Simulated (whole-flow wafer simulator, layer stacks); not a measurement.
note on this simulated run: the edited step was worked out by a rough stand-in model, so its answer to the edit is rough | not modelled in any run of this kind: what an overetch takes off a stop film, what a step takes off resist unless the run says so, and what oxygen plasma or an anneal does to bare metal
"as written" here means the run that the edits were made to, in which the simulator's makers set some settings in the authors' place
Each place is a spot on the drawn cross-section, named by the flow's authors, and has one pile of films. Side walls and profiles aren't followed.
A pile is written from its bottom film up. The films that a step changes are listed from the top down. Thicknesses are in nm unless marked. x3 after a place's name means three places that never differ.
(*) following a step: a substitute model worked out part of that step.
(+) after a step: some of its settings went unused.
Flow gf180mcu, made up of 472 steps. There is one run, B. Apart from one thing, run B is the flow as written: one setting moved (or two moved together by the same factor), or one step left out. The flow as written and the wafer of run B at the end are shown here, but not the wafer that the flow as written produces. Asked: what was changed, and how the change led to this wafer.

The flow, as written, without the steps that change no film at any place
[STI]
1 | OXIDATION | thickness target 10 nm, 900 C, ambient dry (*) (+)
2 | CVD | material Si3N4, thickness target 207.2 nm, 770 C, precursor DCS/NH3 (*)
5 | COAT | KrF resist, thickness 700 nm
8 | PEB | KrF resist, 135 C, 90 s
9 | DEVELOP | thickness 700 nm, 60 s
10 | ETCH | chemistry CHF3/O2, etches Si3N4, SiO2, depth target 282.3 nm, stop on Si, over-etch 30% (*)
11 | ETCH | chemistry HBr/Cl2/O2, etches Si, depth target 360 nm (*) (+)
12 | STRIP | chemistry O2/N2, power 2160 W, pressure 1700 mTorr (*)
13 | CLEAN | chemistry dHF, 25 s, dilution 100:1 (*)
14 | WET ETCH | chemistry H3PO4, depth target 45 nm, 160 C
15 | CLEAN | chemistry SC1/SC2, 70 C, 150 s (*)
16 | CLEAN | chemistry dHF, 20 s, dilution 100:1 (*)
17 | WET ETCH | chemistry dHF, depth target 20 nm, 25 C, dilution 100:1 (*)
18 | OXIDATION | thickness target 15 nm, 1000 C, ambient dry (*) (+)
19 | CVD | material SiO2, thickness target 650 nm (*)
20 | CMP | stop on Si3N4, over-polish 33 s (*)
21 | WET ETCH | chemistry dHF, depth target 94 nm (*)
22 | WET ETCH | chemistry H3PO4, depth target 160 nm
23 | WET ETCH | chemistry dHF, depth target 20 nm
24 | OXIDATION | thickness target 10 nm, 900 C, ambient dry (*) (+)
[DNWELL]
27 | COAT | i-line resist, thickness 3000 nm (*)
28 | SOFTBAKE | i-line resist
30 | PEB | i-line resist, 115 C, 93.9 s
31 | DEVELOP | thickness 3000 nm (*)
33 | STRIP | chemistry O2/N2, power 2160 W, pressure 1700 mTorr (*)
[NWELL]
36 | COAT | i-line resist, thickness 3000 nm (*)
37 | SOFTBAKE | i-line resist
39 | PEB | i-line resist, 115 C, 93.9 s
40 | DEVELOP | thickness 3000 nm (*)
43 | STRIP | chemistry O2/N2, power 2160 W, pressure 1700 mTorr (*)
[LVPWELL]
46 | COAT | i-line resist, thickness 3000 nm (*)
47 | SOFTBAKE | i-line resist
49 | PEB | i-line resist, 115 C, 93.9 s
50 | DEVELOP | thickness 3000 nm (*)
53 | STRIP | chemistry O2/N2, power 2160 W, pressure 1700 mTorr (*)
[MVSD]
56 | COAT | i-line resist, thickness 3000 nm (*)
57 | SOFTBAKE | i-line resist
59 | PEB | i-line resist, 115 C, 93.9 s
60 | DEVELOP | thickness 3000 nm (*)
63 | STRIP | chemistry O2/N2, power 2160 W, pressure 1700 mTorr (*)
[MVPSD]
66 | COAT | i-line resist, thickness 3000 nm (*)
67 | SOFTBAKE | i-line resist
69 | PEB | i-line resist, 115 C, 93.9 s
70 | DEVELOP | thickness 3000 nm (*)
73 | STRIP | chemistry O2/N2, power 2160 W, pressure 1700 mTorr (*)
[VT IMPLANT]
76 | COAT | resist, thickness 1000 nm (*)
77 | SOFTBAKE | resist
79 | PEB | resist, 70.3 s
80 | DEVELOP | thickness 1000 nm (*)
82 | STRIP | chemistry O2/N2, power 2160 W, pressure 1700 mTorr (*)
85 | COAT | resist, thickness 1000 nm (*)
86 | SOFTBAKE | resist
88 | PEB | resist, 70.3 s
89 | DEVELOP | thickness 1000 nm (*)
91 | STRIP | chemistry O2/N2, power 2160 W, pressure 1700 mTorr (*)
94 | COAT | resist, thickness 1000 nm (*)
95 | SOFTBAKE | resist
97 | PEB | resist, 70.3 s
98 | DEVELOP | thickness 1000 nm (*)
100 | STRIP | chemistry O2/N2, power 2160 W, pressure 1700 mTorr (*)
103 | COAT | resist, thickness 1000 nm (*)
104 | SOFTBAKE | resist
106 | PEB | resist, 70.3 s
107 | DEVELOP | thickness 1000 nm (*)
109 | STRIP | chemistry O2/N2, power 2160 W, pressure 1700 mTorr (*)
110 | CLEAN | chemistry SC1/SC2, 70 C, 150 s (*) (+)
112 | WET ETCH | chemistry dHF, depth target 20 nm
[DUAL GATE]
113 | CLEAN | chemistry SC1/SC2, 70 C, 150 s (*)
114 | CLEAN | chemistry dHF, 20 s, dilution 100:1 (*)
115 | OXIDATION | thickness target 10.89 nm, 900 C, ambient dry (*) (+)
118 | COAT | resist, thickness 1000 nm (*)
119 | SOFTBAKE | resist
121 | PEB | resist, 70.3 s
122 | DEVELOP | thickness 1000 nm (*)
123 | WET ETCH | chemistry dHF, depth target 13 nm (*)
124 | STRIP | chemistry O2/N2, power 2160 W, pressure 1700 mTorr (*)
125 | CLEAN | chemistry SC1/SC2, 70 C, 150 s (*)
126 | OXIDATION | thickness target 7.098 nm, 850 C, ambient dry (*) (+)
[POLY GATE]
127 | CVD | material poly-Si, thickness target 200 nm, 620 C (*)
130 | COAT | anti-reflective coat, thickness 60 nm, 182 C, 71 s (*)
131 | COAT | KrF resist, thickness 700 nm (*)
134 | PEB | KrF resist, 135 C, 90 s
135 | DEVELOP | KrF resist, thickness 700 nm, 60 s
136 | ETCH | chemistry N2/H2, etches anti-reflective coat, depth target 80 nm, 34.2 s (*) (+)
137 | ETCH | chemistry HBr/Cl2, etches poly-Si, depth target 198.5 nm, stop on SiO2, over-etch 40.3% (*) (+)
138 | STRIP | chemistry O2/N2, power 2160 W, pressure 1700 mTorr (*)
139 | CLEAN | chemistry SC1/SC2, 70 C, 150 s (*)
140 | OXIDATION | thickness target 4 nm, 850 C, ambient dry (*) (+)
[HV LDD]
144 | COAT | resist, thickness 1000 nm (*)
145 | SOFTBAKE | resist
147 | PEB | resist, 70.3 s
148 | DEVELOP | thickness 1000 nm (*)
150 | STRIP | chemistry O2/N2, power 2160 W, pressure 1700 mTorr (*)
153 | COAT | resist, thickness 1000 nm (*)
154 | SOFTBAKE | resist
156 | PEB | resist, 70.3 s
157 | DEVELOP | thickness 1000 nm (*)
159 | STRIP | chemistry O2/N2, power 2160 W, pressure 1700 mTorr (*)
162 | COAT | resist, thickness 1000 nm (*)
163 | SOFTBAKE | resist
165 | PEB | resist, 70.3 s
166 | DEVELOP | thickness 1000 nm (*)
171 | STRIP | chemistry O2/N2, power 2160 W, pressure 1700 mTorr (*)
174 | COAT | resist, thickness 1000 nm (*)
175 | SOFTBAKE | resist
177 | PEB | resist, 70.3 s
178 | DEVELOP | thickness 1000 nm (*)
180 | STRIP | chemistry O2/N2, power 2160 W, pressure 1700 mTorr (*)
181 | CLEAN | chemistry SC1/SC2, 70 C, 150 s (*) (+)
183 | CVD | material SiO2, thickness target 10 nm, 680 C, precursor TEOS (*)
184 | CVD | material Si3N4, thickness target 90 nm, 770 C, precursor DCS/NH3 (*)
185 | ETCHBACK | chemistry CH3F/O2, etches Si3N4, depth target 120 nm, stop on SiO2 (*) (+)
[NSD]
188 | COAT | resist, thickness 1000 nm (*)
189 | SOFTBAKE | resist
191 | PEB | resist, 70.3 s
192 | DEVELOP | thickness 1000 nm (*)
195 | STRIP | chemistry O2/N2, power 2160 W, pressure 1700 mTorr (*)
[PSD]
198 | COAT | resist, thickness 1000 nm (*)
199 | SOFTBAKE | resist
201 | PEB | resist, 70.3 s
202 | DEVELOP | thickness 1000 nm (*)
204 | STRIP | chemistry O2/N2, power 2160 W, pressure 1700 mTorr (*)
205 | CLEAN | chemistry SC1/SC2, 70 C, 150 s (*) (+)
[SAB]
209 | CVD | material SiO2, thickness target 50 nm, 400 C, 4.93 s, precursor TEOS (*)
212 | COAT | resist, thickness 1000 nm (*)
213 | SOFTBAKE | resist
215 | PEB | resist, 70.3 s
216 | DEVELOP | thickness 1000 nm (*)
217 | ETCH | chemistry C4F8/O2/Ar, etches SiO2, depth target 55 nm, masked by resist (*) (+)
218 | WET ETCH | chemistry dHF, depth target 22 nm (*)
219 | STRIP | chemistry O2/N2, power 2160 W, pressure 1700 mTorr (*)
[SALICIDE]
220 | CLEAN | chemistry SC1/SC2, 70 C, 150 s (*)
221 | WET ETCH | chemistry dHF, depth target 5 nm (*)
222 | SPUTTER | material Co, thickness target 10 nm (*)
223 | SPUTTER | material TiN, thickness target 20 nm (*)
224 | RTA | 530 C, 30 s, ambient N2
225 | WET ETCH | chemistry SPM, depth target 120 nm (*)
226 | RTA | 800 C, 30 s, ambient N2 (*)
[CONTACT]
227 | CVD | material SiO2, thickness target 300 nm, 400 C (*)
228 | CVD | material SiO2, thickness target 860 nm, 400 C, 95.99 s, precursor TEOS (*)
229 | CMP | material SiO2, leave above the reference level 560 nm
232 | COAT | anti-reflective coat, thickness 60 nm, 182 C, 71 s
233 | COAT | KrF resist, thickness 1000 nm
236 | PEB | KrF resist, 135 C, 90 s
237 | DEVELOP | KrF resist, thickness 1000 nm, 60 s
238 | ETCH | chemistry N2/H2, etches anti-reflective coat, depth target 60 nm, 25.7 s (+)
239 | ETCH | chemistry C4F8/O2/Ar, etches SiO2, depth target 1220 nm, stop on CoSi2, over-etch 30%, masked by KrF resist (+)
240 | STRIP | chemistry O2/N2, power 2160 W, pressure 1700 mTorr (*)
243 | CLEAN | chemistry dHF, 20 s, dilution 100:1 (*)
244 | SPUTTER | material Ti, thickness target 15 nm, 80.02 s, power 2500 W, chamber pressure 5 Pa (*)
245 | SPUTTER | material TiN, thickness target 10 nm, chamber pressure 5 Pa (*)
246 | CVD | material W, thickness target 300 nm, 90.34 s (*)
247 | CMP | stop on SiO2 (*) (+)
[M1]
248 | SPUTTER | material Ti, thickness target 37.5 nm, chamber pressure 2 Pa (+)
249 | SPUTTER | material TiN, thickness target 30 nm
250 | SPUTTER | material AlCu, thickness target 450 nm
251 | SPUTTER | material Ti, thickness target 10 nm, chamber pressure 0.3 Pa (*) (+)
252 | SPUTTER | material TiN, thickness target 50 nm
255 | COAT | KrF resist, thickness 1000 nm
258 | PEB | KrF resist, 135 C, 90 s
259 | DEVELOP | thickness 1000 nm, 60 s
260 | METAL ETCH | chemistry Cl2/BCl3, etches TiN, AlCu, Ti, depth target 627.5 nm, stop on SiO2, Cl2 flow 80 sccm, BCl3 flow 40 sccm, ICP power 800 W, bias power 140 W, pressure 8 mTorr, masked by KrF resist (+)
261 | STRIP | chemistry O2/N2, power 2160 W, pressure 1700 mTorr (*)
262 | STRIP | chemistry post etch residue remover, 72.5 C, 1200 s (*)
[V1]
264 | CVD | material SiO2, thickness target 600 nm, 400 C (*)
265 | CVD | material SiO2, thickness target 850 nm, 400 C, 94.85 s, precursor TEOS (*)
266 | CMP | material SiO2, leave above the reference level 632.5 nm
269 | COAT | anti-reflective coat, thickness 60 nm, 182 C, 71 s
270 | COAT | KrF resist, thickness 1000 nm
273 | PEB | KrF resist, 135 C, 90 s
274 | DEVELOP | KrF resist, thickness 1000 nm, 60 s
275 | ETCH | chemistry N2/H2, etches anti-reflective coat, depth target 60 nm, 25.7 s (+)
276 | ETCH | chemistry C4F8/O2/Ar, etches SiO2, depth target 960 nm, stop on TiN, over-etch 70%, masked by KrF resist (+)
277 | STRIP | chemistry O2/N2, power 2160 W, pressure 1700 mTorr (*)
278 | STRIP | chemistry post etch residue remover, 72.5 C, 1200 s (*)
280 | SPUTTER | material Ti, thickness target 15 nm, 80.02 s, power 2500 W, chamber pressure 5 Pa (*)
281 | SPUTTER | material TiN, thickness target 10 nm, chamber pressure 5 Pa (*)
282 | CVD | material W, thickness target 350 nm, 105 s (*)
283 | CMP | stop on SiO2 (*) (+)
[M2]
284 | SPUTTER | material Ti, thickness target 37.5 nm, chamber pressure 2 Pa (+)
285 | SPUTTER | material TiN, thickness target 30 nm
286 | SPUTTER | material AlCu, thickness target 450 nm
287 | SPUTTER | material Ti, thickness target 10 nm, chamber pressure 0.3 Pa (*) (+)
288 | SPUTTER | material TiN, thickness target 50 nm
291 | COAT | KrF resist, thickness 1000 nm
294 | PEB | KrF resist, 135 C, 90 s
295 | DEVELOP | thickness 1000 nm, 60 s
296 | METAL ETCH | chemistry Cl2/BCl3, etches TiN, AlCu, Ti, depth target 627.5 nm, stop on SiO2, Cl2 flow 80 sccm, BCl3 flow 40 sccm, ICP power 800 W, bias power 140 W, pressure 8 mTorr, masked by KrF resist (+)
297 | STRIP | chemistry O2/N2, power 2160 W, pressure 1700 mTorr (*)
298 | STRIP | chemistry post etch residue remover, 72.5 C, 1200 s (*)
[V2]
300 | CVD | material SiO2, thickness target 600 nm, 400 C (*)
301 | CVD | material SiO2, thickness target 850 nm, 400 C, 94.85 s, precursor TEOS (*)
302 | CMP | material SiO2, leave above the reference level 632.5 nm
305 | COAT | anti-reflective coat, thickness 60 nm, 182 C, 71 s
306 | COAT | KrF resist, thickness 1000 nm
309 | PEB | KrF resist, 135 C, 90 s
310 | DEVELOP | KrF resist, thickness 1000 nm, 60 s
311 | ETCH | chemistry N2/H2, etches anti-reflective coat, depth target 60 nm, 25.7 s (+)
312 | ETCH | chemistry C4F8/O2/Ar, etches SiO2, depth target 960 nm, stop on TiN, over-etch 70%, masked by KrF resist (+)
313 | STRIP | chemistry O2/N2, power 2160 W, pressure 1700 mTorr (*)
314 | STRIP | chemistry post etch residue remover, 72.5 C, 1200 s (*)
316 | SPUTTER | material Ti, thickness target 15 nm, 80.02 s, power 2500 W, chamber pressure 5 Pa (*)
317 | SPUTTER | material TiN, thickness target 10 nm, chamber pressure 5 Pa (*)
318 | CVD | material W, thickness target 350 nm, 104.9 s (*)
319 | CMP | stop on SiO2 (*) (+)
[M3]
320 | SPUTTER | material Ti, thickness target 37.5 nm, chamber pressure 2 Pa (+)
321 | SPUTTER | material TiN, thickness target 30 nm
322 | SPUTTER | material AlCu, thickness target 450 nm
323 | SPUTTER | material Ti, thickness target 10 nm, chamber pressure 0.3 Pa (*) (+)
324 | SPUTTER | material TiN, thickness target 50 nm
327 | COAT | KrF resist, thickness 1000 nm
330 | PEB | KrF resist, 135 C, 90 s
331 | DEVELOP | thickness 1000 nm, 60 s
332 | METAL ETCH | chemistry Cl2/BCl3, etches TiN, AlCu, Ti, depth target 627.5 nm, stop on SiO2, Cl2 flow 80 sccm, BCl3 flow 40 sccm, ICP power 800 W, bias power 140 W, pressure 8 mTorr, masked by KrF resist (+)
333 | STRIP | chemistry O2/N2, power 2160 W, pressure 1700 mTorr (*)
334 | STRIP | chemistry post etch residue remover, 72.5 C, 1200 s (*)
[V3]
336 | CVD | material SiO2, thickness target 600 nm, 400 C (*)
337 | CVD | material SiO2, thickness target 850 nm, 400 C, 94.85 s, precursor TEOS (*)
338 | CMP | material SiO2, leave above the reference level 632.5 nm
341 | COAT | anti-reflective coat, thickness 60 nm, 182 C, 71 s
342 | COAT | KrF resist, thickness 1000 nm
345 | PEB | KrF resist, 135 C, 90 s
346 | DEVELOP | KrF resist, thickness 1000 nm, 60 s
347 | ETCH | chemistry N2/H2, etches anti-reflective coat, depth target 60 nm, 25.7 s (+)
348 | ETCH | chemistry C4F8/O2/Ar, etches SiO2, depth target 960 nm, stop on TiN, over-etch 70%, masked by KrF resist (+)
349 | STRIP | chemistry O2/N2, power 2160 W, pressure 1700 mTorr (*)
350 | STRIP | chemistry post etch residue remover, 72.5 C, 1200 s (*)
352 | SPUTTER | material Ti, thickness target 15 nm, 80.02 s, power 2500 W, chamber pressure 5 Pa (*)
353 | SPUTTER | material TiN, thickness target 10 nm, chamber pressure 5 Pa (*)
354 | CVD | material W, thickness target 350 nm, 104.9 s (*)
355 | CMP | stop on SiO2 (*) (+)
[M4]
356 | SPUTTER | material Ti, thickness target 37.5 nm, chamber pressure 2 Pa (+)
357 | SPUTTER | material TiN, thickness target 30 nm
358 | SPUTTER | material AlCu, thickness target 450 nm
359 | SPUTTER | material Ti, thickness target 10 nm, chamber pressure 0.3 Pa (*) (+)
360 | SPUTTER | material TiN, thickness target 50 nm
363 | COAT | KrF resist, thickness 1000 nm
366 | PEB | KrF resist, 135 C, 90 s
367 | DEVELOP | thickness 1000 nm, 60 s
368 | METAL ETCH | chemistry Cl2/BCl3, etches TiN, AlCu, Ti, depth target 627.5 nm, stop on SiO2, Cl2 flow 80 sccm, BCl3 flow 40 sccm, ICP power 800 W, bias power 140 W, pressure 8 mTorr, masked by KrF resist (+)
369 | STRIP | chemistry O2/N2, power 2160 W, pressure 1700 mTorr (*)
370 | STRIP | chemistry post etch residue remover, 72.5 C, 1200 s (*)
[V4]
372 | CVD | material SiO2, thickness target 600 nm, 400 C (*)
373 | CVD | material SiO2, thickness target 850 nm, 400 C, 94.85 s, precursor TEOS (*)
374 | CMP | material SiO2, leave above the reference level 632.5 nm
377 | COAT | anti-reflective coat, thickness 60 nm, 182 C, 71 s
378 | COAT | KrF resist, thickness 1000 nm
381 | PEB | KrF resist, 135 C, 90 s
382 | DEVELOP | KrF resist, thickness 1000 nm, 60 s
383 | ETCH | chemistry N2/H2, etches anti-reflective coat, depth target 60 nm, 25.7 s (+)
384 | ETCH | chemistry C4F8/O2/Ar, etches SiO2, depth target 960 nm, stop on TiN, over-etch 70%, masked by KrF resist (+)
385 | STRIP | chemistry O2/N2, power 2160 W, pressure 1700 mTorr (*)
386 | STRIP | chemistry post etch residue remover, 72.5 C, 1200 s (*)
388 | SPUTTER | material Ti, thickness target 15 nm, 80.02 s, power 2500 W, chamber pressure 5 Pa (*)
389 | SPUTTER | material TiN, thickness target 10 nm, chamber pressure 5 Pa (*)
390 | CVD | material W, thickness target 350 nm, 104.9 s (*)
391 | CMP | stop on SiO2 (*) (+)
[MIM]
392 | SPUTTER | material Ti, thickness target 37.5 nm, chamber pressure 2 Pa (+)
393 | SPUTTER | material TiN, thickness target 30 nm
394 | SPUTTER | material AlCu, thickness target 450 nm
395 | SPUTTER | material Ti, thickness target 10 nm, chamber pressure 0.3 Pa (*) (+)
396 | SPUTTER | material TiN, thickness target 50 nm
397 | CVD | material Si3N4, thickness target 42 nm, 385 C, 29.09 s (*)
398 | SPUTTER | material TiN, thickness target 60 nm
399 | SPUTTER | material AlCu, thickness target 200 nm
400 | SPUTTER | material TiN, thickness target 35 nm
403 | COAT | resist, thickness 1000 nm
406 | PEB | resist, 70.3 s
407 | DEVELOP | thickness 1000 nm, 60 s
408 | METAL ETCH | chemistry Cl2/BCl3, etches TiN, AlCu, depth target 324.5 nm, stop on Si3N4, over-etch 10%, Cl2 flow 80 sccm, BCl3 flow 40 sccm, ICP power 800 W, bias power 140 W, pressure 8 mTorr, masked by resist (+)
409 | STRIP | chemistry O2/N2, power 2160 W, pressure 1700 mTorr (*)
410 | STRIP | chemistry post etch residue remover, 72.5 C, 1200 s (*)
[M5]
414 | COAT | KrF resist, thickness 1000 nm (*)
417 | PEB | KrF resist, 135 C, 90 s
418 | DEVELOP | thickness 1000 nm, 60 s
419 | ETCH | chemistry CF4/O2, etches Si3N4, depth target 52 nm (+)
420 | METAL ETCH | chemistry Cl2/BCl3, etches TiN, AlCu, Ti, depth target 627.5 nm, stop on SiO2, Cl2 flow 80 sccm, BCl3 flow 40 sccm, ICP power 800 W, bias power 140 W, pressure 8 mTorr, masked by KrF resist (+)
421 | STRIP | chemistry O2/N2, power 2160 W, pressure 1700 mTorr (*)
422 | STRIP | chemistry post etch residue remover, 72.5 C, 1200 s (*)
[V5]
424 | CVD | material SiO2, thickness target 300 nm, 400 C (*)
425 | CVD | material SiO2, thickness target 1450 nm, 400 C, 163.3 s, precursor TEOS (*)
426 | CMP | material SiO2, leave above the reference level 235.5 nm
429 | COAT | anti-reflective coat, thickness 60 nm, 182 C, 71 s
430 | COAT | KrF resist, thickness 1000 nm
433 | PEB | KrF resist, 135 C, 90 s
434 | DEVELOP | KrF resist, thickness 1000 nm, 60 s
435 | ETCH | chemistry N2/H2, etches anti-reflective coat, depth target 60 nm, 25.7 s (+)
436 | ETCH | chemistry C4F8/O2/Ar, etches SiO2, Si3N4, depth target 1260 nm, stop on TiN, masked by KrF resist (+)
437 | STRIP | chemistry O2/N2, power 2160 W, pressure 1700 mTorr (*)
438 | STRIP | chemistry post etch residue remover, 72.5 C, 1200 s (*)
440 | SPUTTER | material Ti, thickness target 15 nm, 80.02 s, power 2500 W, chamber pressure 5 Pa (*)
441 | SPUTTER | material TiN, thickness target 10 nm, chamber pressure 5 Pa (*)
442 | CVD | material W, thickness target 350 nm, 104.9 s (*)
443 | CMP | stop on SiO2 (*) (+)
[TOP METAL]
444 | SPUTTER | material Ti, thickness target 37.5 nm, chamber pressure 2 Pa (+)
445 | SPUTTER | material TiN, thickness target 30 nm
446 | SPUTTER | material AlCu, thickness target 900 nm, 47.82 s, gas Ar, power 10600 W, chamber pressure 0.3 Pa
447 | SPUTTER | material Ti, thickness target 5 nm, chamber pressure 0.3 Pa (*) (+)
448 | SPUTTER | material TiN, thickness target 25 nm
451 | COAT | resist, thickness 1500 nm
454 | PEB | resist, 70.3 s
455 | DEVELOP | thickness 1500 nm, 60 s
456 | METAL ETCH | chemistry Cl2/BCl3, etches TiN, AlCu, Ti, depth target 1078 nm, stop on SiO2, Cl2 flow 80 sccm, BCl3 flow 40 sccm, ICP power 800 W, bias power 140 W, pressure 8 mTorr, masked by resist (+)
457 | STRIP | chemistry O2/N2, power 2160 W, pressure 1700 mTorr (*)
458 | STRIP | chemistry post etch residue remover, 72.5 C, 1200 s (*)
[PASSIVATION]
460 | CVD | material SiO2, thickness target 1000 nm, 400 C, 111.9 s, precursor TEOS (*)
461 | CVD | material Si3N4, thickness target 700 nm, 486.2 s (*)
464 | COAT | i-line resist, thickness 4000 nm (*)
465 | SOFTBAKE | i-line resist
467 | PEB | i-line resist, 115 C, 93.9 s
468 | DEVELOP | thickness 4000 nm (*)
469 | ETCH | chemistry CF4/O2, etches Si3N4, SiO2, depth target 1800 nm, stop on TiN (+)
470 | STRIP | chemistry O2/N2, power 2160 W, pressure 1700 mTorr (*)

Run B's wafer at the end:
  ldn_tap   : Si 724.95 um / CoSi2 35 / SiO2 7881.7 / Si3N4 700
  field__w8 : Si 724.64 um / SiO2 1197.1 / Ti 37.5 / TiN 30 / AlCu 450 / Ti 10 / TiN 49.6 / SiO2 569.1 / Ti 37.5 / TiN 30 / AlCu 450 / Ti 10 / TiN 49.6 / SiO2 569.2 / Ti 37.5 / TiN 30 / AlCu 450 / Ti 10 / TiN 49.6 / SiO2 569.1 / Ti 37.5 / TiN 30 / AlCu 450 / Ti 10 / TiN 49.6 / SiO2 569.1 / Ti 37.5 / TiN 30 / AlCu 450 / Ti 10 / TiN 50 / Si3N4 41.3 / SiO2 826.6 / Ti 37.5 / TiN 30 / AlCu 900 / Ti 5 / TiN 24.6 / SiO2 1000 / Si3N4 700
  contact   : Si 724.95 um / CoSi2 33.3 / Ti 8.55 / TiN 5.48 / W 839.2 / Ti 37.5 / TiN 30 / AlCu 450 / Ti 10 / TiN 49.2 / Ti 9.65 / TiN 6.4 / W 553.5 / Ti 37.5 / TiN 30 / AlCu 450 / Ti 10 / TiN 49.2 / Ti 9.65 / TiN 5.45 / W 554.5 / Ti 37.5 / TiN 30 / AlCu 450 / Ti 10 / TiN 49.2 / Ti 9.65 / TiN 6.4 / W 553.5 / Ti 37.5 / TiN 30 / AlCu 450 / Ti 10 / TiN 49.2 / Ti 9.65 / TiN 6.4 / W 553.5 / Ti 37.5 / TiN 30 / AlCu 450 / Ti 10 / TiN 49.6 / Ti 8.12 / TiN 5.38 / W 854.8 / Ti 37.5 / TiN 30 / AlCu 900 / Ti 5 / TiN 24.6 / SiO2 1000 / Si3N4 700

Cause: step 317, SPUTTER: thickness target 8.5 nm was run, though the flow has thickness target 10 nm.

The path from the change to this, step by step:
  317 | SPUTTER | material TiN, thickness target 10 nm, chamber pressure 5 Pa (*)
      field, field__w1, field__w2 and 107 more: TiN gains 8.5 (new film) (it would be, as written: TiN gains 10 (new film))
      contact: TiN gains 5.45 (new film) (it would be, as written: TiN gains 6.4 (new film))
  319 | CMP | stop on SiO2 (*) (+)
      field, field__w1, field__w2 and 107 more: W loses 350 (all of it), TiN loses 8.5 (all of it), Ti loses 15 (all of it), SiO2 loses 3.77 (it would be, as written: W loses 350 (all of it), TiN loses 10 (all of it), Ti loses 15 (all of it), SiO2 loses 3.78)
